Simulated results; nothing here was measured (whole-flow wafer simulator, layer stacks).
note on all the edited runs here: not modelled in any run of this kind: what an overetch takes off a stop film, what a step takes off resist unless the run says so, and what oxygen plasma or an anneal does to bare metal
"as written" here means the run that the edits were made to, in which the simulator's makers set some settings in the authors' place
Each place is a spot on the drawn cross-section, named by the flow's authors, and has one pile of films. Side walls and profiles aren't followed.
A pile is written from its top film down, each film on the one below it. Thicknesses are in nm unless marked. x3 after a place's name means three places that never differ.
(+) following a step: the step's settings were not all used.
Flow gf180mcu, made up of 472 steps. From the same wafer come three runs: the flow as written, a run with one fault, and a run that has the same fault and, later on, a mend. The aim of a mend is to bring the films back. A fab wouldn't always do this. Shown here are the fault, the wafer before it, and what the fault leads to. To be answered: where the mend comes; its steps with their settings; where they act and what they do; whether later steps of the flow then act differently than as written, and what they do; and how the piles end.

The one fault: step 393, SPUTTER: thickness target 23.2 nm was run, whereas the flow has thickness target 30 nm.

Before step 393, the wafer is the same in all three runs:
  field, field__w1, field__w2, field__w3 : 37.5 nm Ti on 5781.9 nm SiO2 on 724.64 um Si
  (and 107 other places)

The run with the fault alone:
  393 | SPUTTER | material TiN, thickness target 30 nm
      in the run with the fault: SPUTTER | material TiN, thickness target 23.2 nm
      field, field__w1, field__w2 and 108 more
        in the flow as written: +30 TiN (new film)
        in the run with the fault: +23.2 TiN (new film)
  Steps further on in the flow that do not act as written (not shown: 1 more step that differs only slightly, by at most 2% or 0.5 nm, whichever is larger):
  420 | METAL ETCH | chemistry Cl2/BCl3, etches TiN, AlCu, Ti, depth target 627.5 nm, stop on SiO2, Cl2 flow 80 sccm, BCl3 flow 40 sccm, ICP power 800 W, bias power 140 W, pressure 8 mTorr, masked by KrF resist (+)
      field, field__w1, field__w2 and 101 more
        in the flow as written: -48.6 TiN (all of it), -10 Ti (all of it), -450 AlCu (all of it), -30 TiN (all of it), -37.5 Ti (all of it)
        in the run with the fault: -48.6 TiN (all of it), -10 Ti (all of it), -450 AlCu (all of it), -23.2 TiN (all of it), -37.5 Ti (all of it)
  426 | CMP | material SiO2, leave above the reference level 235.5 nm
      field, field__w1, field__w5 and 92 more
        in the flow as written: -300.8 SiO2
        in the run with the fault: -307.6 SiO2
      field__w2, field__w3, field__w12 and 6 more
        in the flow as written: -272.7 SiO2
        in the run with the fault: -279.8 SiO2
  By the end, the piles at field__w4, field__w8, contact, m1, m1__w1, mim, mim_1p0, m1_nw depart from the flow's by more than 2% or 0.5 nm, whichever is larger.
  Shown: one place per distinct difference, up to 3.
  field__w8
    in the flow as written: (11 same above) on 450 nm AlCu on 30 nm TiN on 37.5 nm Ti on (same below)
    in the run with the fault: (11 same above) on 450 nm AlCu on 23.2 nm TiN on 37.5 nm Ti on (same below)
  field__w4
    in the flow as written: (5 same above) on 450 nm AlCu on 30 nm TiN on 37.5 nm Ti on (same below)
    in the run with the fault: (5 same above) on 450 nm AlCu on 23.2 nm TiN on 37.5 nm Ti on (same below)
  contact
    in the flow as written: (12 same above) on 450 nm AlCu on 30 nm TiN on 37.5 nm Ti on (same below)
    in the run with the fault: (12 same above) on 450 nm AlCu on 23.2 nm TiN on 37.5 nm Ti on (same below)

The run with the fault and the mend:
  The mend follows step 393.
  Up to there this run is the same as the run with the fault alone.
  393a | SPUTTER | material TiN, thickness target 6.8 nm (a further turn of the flow's step 393, with different settings)
      field, field__w1, field__w2 and 108 more
        +6.8 TiN
  Every later step of the flow that is run acts as written at every place that is followed.
  By the end, the piles equal the flow's at every place that both follow.
